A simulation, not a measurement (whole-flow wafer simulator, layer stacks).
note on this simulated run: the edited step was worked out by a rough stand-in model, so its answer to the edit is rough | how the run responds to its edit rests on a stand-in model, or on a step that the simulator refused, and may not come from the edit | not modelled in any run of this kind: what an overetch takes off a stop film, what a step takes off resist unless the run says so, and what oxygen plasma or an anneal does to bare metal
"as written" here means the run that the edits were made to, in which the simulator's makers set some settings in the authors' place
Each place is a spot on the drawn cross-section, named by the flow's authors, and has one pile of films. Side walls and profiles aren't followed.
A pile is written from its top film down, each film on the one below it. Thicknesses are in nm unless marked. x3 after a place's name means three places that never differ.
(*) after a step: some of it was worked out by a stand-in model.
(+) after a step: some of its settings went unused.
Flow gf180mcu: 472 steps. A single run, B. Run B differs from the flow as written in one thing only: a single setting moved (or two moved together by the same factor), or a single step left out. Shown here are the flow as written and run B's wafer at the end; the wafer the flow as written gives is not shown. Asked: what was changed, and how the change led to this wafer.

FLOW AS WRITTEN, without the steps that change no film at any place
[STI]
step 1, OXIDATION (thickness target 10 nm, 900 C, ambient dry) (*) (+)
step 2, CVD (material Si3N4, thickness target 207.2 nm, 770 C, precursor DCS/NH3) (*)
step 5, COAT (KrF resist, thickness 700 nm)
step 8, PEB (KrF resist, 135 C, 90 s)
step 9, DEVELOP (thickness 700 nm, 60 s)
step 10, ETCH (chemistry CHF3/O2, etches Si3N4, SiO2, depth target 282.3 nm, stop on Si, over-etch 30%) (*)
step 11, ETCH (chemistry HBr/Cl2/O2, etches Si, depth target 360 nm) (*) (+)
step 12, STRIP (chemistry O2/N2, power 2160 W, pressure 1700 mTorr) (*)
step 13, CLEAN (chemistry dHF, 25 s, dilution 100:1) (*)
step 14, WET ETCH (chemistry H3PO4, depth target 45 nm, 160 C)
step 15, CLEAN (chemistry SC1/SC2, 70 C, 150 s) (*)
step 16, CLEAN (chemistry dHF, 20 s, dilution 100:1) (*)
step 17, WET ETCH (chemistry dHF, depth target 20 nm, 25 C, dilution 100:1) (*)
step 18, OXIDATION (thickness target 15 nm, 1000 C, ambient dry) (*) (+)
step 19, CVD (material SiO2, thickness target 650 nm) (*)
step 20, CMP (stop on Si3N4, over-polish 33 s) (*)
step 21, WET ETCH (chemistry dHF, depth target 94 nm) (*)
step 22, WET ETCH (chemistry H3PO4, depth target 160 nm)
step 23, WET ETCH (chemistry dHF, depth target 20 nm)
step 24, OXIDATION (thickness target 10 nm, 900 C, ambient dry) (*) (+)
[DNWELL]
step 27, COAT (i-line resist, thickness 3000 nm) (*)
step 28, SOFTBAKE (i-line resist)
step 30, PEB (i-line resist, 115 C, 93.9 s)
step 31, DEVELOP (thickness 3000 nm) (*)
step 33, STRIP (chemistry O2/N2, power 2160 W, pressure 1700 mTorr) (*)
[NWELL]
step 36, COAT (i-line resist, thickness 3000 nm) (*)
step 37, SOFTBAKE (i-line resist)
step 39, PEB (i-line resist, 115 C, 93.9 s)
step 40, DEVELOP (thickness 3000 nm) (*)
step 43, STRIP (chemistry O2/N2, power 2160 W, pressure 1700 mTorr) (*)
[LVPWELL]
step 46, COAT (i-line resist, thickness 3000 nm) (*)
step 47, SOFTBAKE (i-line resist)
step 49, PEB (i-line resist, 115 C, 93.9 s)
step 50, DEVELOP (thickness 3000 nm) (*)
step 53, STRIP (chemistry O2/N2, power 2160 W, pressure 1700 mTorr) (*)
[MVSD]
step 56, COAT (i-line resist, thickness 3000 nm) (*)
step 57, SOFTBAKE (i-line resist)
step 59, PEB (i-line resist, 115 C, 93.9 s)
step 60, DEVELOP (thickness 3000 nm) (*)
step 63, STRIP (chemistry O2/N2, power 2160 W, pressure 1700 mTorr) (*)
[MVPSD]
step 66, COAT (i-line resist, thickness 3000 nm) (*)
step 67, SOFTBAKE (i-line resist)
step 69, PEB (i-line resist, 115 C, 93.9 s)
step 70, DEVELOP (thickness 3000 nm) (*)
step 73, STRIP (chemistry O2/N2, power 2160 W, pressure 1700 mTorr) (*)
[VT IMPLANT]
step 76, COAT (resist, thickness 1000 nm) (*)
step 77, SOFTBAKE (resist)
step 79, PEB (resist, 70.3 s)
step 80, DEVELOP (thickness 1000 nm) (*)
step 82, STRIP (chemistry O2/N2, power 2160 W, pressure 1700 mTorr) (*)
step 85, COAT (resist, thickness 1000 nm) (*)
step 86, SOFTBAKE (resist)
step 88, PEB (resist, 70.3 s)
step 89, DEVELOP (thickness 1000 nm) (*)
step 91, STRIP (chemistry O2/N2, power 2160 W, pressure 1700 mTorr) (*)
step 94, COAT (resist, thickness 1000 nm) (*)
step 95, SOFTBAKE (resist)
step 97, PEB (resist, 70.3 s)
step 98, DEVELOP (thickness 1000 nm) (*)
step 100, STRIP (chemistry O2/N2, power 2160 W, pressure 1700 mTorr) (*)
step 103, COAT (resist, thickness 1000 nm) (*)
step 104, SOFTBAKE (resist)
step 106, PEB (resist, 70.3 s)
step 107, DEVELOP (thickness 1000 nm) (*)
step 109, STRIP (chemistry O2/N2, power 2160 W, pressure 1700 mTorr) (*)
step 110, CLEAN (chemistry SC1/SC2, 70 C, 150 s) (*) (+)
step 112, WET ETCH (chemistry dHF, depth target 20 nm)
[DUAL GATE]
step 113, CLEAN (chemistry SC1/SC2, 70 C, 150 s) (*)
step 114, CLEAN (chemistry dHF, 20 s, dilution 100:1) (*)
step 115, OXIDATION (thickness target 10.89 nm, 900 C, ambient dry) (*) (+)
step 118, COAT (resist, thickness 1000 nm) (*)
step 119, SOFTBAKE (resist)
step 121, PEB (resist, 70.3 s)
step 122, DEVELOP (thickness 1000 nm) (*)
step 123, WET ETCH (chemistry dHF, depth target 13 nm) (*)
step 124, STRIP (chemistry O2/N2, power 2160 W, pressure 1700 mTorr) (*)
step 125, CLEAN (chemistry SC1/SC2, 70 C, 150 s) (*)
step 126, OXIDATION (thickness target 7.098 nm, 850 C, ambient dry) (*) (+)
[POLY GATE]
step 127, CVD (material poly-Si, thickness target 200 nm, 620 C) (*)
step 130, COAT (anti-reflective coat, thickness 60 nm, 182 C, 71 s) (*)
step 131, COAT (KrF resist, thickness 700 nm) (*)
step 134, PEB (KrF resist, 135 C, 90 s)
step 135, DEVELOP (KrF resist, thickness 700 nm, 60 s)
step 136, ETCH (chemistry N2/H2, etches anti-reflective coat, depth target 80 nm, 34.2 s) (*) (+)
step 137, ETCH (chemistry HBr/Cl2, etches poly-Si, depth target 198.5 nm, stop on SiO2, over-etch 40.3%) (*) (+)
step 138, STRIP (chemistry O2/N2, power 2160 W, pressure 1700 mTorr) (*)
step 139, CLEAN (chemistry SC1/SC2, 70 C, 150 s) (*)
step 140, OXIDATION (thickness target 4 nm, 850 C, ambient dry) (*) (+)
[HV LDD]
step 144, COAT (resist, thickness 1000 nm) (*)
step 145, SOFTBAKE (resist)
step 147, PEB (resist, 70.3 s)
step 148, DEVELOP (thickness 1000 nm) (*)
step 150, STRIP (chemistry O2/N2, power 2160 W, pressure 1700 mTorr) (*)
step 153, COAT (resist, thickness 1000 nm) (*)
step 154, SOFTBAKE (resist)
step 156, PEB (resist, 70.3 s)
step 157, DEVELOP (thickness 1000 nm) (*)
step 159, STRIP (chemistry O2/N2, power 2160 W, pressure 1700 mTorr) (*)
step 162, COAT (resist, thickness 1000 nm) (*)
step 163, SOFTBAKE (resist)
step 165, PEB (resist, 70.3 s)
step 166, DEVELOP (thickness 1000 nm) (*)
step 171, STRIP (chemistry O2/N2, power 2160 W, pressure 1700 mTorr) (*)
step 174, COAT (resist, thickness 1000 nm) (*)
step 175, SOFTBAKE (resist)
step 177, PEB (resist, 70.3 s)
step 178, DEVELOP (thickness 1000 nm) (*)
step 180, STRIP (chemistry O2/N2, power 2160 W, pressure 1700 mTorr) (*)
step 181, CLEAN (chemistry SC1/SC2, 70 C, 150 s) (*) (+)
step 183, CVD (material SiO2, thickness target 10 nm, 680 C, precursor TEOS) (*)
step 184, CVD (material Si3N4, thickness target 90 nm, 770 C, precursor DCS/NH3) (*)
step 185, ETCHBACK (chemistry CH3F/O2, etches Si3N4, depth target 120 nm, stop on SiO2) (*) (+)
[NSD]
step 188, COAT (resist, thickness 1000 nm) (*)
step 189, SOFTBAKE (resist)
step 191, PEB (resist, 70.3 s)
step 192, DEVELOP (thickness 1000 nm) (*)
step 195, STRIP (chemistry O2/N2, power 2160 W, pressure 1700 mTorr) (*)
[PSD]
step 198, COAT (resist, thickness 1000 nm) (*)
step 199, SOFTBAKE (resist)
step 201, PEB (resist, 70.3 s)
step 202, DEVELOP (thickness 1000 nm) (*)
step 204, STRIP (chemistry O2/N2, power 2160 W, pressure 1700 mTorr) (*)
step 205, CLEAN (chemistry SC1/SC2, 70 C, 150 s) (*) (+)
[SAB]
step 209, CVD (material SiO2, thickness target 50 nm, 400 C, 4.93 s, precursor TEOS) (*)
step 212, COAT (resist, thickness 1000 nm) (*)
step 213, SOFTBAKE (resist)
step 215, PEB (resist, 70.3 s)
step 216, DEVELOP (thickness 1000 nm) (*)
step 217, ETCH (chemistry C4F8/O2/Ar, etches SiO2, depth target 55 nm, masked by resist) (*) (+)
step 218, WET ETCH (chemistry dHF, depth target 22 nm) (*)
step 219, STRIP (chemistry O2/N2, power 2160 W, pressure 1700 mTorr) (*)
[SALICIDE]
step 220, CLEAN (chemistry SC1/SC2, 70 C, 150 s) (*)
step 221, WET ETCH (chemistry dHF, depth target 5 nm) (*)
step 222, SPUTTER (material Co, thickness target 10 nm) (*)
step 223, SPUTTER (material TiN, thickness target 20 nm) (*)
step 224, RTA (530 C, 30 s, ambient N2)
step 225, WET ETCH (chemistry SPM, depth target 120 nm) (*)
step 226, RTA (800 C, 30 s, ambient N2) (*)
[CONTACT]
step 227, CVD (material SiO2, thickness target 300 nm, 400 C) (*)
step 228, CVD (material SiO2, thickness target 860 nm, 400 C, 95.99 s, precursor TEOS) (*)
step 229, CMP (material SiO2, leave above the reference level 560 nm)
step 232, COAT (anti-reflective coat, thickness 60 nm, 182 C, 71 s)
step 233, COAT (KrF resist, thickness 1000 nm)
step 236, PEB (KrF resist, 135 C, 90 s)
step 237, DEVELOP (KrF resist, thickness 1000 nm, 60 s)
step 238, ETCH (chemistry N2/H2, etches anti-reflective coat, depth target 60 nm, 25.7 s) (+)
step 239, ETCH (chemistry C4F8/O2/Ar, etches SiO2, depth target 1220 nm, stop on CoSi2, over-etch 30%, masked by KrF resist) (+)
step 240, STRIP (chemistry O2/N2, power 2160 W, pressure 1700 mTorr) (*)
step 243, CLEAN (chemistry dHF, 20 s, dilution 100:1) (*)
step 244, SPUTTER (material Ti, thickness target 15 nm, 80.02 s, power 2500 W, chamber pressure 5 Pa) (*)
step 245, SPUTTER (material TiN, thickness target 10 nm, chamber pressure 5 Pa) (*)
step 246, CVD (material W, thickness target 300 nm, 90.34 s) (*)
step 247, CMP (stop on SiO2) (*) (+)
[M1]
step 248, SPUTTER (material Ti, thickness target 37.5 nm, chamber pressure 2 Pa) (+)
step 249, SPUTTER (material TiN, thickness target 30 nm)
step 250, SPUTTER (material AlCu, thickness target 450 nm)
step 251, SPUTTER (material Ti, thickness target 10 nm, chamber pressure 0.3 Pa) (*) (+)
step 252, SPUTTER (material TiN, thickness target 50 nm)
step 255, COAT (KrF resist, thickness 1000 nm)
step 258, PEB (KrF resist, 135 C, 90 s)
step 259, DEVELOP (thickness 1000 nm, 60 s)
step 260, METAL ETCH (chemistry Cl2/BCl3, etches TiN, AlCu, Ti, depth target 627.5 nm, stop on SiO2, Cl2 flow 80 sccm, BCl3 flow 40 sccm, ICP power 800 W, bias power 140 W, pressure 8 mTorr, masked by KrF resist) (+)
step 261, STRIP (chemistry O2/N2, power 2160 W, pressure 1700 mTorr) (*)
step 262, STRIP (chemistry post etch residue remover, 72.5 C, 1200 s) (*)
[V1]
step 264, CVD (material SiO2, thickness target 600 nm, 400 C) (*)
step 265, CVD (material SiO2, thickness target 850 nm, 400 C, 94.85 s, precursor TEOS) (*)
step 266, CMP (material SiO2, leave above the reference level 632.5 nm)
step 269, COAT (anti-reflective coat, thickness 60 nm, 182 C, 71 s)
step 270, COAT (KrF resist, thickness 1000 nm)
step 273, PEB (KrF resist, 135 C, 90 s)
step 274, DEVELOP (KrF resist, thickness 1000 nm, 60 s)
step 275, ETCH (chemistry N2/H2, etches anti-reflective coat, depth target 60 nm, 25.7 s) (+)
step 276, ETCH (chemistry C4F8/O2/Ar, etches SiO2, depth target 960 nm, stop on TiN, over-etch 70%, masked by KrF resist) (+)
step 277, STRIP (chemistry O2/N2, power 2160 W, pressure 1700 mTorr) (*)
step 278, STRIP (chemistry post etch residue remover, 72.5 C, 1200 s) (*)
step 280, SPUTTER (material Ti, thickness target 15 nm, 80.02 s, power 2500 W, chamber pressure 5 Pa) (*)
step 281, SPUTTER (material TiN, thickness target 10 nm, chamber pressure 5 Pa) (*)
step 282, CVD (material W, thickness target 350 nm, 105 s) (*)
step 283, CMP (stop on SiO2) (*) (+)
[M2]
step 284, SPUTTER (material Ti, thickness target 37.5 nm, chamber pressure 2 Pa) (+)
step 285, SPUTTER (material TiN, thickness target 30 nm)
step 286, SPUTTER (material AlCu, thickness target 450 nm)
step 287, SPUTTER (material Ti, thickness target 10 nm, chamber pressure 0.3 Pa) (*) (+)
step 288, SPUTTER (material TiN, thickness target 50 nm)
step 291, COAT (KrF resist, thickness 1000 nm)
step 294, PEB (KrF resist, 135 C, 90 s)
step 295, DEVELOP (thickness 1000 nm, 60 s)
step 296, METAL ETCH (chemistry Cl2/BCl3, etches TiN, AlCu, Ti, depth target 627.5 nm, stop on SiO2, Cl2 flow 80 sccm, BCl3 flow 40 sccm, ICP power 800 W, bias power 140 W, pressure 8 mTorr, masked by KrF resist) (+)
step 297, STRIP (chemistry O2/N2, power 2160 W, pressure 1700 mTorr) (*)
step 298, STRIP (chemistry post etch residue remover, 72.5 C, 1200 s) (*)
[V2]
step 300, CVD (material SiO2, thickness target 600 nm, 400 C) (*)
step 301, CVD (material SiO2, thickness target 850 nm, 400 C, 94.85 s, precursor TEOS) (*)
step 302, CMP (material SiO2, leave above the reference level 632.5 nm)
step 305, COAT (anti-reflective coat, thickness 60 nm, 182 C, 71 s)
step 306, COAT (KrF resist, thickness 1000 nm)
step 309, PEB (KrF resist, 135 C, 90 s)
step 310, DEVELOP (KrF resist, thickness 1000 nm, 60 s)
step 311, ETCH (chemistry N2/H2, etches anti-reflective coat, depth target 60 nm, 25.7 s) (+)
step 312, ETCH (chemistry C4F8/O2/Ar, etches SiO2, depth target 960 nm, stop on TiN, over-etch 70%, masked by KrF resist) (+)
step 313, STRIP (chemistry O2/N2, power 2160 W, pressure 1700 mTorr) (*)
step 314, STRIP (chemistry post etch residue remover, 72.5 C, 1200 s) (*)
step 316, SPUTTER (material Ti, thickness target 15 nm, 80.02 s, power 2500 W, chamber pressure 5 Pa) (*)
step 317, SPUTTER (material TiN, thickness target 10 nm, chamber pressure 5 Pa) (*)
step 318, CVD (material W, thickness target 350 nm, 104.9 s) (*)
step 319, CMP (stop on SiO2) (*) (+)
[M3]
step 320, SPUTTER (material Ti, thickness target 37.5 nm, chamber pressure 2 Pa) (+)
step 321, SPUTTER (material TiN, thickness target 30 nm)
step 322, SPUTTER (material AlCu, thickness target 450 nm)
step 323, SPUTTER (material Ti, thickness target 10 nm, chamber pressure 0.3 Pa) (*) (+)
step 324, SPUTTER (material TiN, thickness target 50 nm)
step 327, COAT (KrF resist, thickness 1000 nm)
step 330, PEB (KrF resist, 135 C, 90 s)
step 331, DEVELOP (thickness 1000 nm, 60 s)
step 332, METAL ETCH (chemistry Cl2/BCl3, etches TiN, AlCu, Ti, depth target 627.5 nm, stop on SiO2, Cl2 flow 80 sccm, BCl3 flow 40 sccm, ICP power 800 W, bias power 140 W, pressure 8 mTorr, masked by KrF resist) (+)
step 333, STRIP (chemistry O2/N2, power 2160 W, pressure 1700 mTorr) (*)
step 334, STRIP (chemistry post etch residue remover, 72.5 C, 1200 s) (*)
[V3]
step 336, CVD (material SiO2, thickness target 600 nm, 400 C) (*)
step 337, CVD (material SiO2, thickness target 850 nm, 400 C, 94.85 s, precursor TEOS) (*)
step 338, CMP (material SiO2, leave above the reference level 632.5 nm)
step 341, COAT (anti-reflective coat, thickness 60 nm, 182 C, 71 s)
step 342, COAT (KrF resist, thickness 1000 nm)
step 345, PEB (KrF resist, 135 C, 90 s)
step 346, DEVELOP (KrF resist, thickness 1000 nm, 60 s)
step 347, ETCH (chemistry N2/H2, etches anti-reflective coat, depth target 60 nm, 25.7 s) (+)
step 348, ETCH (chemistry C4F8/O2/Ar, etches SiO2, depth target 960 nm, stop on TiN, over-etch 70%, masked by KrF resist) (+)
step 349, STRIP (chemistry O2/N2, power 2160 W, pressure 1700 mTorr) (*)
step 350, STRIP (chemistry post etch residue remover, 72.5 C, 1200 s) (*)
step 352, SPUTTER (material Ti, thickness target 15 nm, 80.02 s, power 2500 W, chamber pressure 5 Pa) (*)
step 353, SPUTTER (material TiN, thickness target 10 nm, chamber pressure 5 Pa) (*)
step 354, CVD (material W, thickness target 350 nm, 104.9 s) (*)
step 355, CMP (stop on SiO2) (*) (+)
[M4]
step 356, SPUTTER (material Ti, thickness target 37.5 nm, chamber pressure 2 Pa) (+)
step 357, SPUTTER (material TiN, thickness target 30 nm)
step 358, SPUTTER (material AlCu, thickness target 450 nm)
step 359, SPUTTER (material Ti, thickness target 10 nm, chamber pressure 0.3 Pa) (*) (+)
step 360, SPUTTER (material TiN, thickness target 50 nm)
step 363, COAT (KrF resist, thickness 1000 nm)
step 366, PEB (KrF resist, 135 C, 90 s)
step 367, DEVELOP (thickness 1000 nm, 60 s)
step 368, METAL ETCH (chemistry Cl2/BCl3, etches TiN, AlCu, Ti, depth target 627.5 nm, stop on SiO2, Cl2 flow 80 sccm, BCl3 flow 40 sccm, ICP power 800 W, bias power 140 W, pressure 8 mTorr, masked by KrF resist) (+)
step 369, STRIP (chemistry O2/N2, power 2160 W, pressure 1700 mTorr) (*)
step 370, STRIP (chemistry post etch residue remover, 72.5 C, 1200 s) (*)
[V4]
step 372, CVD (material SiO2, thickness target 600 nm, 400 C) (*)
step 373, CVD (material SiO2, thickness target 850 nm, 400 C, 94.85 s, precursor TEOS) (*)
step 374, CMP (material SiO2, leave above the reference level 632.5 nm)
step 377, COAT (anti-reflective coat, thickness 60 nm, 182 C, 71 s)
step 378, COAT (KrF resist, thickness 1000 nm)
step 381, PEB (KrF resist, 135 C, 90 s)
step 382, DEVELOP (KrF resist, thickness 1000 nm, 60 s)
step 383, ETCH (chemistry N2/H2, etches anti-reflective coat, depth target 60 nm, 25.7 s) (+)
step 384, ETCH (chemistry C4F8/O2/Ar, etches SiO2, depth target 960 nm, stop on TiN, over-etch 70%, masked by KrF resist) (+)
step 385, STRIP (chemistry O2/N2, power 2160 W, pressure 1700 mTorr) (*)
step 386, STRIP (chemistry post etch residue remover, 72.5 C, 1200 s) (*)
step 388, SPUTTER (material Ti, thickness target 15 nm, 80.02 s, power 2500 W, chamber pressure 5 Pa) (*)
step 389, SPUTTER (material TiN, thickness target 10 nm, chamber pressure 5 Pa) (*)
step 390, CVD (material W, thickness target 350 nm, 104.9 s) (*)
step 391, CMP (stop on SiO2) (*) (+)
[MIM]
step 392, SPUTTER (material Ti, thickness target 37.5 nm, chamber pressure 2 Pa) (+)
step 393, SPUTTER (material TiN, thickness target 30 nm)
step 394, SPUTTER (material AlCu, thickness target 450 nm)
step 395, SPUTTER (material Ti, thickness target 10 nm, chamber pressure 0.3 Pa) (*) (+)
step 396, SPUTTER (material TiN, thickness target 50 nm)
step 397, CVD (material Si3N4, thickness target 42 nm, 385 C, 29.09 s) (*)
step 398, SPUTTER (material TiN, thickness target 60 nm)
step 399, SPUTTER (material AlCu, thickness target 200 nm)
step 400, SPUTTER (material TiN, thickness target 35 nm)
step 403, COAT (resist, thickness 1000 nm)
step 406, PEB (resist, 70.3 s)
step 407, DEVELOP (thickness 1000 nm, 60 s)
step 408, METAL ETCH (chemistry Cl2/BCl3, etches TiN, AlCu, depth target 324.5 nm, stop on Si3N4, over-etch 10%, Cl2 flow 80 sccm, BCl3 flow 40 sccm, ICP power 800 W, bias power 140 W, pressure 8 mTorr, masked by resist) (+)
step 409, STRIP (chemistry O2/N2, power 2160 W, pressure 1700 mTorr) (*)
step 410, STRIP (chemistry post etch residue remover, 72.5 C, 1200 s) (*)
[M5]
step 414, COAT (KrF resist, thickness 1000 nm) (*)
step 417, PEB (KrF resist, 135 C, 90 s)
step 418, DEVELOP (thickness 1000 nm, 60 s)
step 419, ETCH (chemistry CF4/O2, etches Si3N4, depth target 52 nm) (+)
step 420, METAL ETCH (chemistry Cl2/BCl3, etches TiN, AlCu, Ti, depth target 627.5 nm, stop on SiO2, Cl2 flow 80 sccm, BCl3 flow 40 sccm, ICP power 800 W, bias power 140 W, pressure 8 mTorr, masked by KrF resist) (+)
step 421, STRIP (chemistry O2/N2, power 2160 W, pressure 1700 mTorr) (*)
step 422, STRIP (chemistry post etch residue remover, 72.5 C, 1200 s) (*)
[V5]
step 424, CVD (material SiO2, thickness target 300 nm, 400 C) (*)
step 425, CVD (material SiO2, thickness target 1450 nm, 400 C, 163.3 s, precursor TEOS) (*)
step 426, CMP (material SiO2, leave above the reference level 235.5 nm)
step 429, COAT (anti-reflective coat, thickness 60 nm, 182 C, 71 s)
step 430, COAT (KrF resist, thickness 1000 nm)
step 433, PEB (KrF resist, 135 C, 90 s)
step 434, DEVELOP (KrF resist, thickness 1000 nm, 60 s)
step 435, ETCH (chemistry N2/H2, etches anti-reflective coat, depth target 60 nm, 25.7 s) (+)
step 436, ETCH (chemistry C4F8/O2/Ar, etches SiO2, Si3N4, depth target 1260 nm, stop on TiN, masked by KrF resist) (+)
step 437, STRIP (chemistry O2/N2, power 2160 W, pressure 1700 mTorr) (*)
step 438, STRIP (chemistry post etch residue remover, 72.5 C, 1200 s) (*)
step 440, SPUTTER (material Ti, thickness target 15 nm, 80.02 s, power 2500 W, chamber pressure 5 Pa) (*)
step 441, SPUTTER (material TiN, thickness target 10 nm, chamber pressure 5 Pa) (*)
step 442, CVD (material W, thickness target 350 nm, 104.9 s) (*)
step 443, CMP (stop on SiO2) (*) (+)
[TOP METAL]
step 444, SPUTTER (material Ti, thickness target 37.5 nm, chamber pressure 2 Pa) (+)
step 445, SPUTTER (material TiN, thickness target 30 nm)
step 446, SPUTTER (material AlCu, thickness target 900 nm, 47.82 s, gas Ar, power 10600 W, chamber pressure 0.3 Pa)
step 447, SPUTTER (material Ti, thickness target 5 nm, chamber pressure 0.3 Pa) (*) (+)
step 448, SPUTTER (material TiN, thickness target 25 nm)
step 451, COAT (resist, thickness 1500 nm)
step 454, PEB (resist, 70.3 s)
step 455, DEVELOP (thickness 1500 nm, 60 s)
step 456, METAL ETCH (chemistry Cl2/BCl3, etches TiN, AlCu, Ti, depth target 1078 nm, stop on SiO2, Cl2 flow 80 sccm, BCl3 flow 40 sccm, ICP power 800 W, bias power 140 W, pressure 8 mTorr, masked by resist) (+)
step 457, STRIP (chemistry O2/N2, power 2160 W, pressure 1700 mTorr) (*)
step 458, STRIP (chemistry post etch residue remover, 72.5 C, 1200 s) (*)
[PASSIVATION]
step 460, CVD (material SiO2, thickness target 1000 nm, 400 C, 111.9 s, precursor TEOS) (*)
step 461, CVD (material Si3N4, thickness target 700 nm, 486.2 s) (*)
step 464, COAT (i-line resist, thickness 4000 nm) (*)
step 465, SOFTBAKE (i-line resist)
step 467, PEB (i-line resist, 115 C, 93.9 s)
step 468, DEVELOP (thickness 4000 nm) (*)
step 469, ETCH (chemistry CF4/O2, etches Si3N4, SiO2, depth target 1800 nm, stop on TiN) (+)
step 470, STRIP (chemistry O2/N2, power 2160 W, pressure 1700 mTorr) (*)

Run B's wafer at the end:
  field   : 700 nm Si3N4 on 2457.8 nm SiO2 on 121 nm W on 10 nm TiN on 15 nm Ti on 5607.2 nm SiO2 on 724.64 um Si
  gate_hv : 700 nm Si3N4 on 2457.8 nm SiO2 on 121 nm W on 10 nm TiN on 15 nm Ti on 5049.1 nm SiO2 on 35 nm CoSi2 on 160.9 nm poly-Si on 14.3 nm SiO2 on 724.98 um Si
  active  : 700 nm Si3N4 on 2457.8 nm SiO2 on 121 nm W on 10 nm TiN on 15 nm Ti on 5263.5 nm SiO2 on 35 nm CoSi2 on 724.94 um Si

What caused this: step 373, CVD: thickness target 361 nm was run, though the flow has thickness target 850 nm; step 373, CVD: 40.31 s was run, where the flow has 94.85 s.

The path from the change to this, step by step:
  step 373, CVD (material SiO2, thickness target 850 nm, 400 C, 94.85 s, precursor TEOS) (*)
      field, field__w1, field__w2 and 108 more: +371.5 SiO2 (in the flow as written it would be: +850 SiO2)
  step 374, CMP (material SiO2, leave above the reference level 632.5 nm)
      field, field__w1, field__w2 and 103 more: nothing (in the flow as written it would be: -300 SiO2)
      field__w8, contact, m1, m1__w1, m1_nw: -398.6 SiO2 (in the flow as written it would be: -877.1 SiO2)
  step 377, COAT (anti-reflective coat, thickness 60 nm, 182 C, 71 s)
      nw_enc_fld_lv__w3, m1_nw: +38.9 anti-reflective coat (new film) (in the flow as written it would be: +60 anti-reflective coat (new film))
      field: +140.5 anti-reflective coat (new film) (in the flow as written it would be: +60 anti-reflective coat (new film))
      (also at 19 further places)
  step 378, COAT (KrF resist, thickness 1000 nm)
      field: +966 KrF resist (new film) (in the flow as written it would be: +1000 KrF resist (new film))
      field__w1: +972.2 KrF resist (new film) (in the flow as written it would be: +1000 KrF resist (new film))
      (also at 14 further places)
  step 381, PEB (KrF resist, 135 C, 90 s)
      contact, m1_nw: -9 KrF resist (in the flow as written it would be: -10.5 KrF resist)
      polyc_n, polyc_n_rim: -12.3 KrF resist (in the flow as written it would be: -10.5 KrF resist)
      (also at 6 further places)
  step 382, DEVELOP (KrF resist, thickness 1000 nm, 60 s)
      contact: -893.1 KrF resist (all of it) (in the flow as written it would be: -989.5 KrF resist (all of it))
  step 383, ETCH (chemistry N2/H2, etches anti-reflective coat, depth target 60 nm, 25.7 s) (+)
      contact: -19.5 anti-reflective coat (all of it), -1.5 SiO2 (in the flow as written it would be: -60 anti-reflective coat (all of it), -0.46 SiO2)
  step 385, STRIP (chemistry O2/N2, power 2160 W, pressure 1700 mTorr) (*)
      field: -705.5 KrF resist (all of it), -140.5 anti-reflective coat (all of it) (in the flow as written it would be: -739.2 KrF resist (all of it), -60 anti-reflective coat (all of it))
      field__w1: -711.7 KrF resist (all of it), -90.5 anti-reflective coat (all of it) (in the flow as written it would be: -739.2 KrF resist (all of it), -60 anti-reflective coat (all of it))
      (also at 20 further places)
  step 388, SPUTTER (material Ti, thickness target 15 nm, 80.02 s, power 2500 W, chamber pressure 5 Pa) (*)
      contact: +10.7 Ti (new film) (in the flow as written it would be: +9.65 Ti (new film))
  step 389, SPUTTER (material TiN, thickness target 10 nm, chamber pressure 5 Pa) (*)
      contact: +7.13 TiN (new film) (in the flow as written it would be: +6.4 TiN (new film))
  step 390, CVD (material W, thickness target 350 nm, 104.9 s) (*)
      contact: +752 W (new film) (in the flow as written it would be: +932.3 W (new film))
  step 391, CMP (stop on SiO2) (*) (+)
      field, field__w1, field__w2 and 103 more: -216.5 W (in the flow as written it would be: -350 W (all of it), -10 TiN (all of it), -15 Ti (all of it), -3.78 SiO2)
      field__w8, m1, m1__w1, m1_nw: -350 W (all of it), -10 TiN (all of it), -15 Ti (all of it), -20 SiO2 (in the flow as written it would be: -350 W (all of it), -10 TiN (all of it), -15 Ti (all of it), -3.78 SiO2)
      (also at 1 further place)
  step 420, METAL ETCH (chemistry Cl2/BCl3, etches TiN, AlCu, Ti, depth target 627.5 nm, stop on SiO2, Cl2 flow 80 sccm, BCl3 flow 40 sccm, ICP power 800 W, bias power 140 W, pressure 8 mTorr, masked by KrF resist) (+)
      field, field__w1, field__w2 and 101 more: -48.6 TiN (all of it), -10 Ti (all of it), -450 AlCu (all of it), -30 TiN (all of it), -37.5 Ti (all of it), -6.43 W (in the flow as written it would be: -48.6 TiN (all of it), -10 Ti (all of it), -450 AlCu (all of it), -30 TiN (all of it), -37.5 Ti (all of it))
  step 422, STRIP (chemistry post etch residue remover, 72.5 C, 1200 s) (*)
      field, field__w1, field__w2 and 101 more: -6.01 W (in the flow as written it would be: nothing)
  step 424, CVD (material SiO2, thickness target 300 nm, 400 C) (*)
      field, field__w1, field__w2 and 101 more: +300 SiO2 (new film) (in the flow as written it would be: +300 SiO2)
  step 426, CMP (material SiO2, leave above the reference level 235.5 nm)
      field, field__w1, field__w5 and 92 more: -288.4 SiO2 (in the flow as written it would be: -300.8 SiO2)
      field__w2, field__w3, field__w12 and 6 more: -259.7 SiO2 (in the flow as written it would be: -272.7 SiO2)
Taking metal films that touch as one body, field has 1 body; the flow as written gives 0 bodies.
Taking metal films that touch as one body, gate_hv has 2 bodies (between them, from the top down: SiO2 5049.1); the flow as written gives 1 body.
Taking metal films that touch as one body, active has 2 bodies (between them, from the top down: SiO2 5263.5); the flow as written gives 1 body.
